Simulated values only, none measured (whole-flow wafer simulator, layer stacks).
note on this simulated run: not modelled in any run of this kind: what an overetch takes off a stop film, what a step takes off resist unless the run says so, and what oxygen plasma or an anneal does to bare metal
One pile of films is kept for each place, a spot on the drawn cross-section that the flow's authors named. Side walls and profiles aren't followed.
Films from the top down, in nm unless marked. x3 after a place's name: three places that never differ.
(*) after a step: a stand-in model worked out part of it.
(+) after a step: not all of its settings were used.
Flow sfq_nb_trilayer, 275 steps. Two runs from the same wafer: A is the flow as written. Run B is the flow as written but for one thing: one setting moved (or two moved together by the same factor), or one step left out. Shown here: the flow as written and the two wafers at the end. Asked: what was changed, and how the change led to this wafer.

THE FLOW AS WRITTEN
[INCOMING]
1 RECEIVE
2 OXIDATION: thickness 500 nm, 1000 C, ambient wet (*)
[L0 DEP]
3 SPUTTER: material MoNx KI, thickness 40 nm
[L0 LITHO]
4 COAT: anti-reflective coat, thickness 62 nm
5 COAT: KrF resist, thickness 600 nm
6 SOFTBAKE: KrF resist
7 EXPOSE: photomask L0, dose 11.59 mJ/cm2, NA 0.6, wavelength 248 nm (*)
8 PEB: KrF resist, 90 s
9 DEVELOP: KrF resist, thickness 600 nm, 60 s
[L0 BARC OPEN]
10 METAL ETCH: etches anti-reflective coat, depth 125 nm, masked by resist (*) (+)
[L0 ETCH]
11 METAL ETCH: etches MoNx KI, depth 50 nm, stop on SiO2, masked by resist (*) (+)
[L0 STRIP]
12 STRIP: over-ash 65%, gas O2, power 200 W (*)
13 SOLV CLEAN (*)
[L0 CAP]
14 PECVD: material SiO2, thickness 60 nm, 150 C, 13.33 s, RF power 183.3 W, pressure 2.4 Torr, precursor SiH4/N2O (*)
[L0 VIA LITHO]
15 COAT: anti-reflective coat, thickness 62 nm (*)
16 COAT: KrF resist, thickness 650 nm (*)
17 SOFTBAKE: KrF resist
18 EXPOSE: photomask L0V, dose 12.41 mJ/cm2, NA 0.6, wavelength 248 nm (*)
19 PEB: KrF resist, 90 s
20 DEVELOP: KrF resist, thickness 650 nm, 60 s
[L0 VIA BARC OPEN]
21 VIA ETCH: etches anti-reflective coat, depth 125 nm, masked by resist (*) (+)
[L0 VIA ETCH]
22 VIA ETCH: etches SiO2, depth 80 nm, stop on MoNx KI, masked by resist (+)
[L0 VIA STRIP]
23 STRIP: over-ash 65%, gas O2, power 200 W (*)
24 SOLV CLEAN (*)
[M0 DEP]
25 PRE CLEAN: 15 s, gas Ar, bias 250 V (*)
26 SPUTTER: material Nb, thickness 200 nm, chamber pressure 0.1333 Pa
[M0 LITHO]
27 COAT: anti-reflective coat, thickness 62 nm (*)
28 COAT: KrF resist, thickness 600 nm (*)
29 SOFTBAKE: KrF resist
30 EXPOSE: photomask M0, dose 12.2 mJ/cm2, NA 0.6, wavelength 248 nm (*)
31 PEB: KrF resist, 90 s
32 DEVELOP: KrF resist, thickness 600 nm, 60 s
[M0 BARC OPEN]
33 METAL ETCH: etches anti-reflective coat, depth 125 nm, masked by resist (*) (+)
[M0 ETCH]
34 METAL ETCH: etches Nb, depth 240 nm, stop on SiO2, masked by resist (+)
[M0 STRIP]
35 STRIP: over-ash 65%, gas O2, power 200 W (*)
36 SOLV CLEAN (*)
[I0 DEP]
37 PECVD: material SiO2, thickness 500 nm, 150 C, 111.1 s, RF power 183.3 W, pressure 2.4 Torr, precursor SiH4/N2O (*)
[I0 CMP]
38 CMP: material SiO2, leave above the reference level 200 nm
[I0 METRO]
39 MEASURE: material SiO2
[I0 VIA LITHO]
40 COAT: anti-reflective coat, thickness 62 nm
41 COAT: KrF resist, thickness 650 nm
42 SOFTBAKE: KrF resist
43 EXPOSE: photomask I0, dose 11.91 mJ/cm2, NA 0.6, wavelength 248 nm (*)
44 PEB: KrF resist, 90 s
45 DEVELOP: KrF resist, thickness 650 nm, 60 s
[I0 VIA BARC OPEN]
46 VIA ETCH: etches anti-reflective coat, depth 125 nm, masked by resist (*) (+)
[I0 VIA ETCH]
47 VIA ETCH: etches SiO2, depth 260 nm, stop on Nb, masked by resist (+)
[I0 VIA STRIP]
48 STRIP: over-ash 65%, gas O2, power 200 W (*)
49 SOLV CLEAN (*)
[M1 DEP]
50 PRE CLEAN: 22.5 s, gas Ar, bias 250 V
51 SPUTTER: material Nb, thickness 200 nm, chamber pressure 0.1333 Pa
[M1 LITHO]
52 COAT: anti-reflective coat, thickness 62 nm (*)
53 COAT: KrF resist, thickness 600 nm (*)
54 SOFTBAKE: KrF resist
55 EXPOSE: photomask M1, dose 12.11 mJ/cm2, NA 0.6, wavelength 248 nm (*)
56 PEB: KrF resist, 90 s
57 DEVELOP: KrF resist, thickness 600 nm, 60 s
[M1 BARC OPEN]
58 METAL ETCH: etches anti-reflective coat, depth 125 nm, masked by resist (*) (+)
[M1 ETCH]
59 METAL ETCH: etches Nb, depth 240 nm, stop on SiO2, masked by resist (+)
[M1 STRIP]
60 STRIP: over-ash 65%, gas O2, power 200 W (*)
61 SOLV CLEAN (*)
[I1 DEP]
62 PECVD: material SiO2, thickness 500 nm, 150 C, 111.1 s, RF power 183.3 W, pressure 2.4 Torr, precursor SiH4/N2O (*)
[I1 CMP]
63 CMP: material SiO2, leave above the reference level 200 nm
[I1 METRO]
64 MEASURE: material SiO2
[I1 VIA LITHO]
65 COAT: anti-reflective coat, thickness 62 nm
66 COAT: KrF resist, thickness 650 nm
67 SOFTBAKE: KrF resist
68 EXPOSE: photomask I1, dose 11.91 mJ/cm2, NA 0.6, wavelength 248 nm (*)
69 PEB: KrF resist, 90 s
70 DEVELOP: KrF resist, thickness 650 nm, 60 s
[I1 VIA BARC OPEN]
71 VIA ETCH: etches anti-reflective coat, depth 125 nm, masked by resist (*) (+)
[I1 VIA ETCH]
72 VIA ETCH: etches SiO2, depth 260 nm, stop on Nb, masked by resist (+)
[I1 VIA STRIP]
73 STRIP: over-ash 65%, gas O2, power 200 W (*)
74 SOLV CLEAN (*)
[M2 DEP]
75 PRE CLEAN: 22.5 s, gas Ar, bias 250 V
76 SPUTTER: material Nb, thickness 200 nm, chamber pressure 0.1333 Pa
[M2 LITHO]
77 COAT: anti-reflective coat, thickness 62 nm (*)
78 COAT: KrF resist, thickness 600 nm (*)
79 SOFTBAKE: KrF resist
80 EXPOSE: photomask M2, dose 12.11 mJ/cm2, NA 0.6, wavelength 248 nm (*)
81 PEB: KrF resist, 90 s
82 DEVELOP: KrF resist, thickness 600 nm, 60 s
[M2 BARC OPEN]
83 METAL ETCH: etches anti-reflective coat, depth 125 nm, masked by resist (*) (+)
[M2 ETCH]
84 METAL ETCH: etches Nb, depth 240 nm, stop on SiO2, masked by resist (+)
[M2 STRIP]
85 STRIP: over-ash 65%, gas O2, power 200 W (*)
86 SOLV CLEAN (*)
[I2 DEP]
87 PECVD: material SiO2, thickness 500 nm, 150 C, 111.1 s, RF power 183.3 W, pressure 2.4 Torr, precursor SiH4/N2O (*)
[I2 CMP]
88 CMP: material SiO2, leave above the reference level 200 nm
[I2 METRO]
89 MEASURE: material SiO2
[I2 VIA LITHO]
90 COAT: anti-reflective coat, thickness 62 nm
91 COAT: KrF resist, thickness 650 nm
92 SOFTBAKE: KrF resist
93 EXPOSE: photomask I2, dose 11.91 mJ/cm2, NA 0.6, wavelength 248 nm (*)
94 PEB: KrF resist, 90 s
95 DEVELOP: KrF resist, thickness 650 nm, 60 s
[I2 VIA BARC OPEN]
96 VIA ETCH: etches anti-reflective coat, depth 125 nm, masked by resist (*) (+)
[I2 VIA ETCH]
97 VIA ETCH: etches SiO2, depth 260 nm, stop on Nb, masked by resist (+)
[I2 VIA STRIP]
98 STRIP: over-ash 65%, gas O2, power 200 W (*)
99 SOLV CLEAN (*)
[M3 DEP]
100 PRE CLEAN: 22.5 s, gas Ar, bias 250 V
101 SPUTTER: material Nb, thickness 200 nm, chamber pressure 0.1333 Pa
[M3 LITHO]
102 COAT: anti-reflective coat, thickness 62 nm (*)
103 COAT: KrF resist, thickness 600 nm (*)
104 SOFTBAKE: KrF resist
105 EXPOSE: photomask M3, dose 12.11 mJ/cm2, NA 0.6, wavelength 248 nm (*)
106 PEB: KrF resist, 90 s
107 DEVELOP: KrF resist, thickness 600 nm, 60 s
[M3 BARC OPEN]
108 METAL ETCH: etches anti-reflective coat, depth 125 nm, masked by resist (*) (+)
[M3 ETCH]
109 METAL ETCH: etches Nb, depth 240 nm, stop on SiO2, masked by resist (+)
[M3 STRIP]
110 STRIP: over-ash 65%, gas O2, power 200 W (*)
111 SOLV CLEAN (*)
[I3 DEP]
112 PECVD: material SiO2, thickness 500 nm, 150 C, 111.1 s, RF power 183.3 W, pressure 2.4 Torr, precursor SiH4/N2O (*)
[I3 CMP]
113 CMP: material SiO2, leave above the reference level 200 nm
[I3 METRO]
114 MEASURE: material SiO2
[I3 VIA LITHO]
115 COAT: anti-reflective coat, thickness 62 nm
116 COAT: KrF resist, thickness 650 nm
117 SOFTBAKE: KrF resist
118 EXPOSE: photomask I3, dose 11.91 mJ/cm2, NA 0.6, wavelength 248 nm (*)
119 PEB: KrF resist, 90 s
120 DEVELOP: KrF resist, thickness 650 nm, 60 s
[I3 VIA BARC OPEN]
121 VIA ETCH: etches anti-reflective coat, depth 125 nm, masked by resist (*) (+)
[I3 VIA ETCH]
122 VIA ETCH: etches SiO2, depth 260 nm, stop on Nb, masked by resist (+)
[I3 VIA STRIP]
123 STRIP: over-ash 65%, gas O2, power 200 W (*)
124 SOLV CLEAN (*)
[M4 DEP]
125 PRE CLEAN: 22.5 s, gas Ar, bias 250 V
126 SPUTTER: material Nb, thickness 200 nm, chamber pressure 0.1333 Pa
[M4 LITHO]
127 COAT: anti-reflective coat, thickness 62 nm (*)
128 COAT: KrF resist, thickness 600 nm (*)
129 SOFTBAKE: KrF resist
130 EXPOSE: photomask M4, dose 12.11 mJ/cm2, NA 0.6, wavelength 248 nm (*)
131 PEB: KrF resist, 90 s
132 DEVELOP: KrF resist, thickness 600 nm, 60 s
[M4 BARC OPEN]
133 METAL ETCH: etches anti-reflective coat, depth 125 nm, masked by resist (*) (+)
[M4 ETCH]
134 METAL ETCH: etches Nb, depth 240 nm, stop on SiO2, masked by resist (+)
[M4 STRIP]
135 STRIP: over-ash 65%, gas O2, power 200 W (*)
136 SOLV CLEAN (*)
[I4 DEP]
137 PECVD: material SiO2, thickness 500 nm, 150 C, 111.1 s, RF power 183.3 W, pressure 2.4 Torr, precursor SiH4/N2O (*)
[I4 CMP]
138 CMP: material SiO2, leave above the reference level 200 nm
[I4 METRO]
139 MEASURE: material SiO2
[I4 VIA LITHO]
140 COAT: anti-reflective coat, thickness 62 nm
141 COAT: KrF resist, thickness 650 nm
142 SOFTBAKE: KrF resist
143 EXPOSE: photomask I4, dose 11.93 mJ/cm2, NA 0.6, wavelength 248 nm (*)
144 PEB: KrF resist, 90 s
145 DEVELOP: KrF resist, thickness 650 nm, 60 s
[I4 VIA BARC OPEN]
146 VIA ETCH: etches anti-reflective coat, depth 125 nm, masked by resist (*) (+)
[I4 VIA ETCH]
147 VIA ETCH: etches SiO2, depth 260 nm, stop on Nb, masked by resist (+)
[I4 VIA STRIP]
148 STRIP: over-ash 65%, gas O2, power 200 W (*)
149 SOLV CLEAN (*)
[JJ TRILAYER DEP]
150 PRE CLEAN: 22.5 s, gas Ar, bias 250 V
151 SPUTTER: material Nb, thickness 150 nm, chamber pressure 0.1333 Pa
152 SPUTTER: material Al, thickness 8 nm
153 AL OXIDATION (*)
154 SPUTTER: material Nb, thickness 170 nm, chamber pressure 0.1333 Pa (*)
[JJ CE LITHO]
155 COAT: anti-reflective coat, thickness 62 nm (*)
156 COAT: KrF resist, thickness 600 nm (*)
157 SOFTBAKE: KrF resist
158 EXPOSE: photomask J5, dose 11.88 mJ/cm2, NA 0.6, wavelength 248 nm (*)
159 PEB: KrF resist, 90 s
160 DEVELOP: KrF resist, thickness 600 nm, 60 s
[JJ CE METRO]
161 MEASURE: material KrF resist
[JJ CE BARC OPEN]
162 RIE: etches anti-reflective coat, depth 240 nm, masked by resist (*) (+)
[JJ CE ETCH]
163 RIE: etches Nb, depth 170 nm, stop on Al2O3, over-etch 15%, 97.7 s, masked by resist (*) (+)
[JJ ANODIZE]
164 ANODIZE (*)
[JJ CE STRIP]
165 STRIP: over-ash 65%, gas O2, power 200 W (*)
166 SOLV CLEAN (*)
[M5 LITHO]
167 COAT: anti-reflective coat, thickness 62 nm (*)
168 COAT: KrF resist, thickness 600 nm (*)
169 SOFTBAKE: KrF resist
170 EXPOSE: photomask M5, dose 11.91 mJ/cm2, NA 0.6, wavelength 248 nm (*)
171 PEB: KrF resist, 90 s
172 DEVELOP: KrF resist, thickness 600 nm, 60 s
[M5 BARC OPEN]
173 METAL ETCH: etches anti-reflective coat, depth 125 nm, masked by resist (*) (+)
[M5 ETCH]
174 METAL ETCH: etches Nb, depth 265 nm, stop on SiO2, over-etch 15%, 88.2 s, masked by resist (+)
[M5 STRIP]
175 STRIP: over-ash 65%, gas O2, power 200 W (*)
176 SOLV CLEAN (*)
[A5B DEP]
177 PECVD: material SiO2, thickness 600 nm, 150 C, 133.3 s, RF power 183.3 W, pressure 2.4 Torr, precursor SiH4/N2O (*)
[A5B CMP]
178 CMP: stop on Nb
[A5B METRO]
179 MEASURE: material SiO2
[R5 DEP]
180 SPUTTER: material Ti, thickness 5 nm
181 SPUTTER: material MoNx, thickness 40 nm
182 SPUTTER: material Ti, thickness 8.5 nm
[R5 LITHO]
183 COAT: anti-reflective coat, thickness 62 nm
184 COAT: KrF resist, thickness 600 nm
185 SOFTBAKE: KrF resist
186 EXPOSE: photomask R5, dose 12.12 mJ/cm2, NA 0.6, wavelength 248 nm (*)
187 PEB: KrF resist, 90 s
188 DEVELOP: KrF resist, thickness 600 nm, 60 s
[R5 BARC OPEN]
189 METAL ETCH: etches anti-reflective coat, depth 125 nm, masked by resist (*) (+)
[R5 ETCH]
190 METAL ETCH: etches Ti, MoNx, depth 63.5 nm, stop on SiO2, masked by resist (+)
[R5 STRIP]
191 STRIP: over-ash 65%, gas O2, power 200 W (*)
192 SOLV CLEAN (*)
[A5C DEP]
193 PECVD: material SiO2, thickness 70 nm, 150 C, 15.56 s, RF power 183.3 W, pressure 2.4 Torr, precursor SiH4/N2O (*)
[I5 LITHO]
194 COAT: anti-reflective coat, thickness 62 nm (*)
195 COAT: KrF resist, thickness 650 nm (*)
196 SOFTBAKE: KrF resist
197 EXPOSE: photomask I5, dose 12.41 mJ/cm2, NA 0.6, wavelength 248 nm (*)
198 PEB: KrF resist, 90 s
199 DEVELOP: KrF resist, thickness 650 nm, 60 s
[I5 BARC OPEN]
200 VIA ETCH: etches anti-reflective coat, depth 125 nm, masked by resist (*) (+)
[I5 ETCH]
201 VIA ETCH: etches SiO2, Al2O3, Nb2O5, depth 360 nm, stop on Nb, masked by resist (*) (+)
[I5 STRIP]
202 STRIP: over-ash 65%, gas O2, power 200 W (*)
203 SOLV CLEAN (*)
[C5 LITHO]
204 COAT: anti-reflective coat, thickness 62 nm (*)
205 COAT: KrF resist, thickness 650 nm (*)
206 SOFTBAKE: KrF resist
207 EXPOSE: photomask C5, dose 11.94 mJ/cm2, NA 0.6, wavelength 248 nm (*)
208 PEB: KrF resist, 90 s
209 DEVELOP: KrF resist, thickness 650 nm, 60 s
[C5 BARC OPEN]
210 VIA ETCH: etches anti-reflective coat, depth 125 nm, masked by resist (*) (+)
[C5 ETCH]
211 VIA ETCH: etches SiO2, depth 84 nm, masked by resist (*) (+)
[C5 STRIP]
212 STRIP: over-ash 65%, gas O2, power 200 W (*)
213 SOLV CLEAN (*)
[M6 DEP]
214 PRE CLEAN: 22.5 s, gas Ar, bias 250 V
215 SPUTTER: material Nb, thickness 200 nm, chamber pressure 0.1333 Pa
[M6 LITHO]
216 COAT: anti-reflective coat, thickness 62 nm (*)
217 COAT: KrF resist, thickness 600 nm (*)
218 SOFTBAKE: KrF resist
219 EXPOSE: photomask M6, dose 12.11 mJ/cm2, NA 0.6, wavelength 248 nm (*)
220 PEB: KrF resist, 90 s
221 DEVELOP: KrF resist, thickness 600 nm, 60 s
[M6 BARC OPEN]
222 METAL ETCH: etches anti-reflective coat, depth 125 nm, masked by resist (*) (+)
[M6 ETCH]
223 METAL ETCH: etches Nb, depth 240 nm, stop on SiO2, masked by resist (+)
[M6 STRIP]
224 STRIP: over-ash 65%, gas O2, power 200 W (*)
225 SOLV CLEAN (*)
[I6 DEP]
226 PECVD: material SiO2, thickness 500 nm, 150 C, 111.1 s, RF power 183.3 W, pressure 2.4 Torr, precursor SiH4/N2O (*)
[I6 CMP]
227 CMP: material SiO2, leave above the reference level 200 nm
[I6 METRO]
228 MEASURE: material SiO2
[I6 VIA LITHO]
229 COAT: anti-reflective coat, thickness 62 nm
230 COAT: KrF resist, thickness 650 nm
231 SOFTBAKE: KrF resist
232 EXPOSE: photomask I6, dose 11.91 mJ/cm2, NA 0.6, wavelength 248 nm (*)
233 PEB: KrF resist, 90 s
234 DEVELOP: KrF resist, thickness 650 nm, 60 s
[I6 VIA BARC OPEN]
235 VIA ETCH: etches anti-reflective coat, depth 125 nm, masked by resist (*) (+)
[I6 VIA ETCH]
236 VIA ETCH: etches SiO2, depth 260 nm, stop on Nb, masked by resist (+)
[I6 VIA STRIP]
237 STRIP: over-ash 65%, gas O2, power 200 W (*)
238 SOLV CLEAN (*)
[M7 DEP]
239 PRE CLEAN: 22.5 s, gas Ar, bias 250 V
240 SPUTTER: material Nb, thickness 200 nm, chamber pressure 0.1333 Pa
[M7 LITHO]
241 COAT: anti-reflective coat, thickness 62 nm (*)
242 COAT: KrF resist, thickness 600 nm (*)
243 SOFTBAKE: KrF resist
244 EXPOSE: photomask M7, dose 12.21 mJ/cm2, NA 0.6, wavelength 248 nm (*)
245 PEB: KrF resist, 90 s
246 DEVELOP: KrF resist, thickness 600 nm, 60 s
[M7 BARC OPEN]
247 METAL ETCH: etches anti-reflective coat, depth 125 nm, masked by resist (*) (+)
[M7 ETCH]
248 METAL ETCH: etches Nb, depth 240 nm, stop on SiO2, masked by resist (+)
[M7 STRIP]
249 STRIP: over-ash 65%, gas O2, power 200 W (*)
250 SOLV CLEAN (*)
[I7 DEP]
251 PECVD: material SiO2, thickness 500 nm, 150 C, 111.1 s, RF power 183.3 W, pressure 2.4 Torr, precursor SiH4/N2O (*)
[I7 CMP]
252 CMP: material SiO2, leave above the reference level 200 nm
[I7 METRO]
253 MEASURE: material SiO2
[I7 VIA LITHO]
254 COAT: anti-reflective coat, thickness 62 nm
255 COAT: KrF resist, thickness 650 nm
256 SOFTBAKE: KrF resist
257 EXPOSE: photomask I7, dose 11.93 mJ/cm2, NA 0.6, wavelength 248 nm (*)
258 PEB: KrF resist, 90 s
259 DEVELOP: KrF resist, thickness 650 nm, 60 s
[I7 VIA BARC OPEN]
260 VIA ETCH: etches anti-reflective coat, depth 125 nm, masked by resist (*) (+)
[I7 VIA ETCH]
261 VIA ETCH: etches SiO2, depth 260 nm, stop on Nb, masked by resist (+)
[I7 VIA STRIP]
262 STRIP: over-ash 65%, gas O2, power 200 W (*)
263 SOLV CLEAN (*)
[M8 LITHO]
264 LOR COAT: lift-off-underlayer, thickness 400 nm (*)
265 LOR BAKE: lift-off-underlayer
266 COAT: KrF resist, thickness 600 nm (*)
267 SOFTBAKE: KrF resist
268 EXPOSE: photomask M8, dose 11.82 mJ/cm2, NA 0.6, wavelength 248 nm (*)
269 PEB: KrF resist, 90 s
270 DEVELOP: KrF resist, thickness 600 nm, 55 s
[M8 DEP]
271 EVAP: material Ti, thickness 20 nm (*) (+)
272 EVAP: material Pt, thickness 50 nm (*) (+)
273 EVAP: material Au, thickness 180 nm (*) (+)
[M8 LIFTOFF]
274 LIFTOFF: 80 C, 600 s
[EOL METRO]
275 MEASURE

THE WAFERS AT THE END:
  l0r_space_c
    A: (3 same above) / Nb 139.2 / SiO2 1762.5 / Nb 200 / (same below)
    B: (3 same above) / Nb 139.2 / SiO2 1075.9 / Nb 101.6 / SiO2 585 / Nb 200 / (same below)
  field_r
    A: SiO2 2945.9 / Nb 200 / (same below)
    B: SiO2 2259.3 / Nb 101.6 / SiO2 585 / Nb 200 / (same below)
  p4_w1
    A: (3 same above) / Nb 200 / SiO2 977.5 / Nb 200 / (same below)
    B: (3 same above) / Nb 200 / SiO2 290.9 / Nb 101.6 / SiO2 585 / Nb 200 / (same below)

The cause: step 84, METAL ETCH: depth 98.4 nm was run, where the flow has depth 240 nm.

How the change led to this, step by step:
  84 METAL ETCH: etches Nb, depth 240 nm, stop on SiO2, masked by resist (+)
      field_l, be, be_sur and 81 more: A Nb -200 (all of it) | B Nb -98.4
      v_sur, via_wl, via_w and 19 more: A KrF resist -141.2 | B KrF resist -57.9
  85 STRIP: over-ash 65%, gas O2, power 200 W (*)
      wl_j_sl, wl_jj, wl_j_sr and 12 more: A KrF resist -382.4 (all of it), anti-reflective coat -62 (all of it) | B KrF resist -465.7 (all of it), anti-reflective coat -62 (all of it)
      v_sur: A KrF resist -380 (all of it), anti-reflective coat -61.4 (all of it) | B KrF resist -463.3 (all of it), anti-reflective coat -61.4 (all of it)
      (and at 6 more places)
  87 PECVD: material SiO2, thickness 500 nm, 150 C, 111.1 s, RF power 183.3 W, pressure 2.4 Torr, precursor SiH4/N2O (*)
      field_l, be, be_sur and 81 more: A SiO2 +500 | B SiO2 +500 (new film)
  88 CMP: material SiO2, leave above the reference level 200 nm
      field_l, be, be_sur and 81 more: A SiO2 -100 | B SiO2 -201.6
Counting metal films that touch as one body, l0r_space_c has 3 bodies (between them, from the top down: SiO2 1075.9; SiO2 585); the flow as written gives 2 bodies (between them, from the top down: SiO2 1762.5).
Counting metal films that touch as one body, field_r has 2 bodies (between them, from the top down: SiO2 585); the flow as written gives 1 body.
Counting metal films that touch as one body, p4_w1 has 4 bodies (between them, from the top down: SiO2 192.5; SiO2 290.9; SiO2 585); the flow as written gives 3 bodies (between them, from the top down: SiO2 192.5; SiO2 977.5).
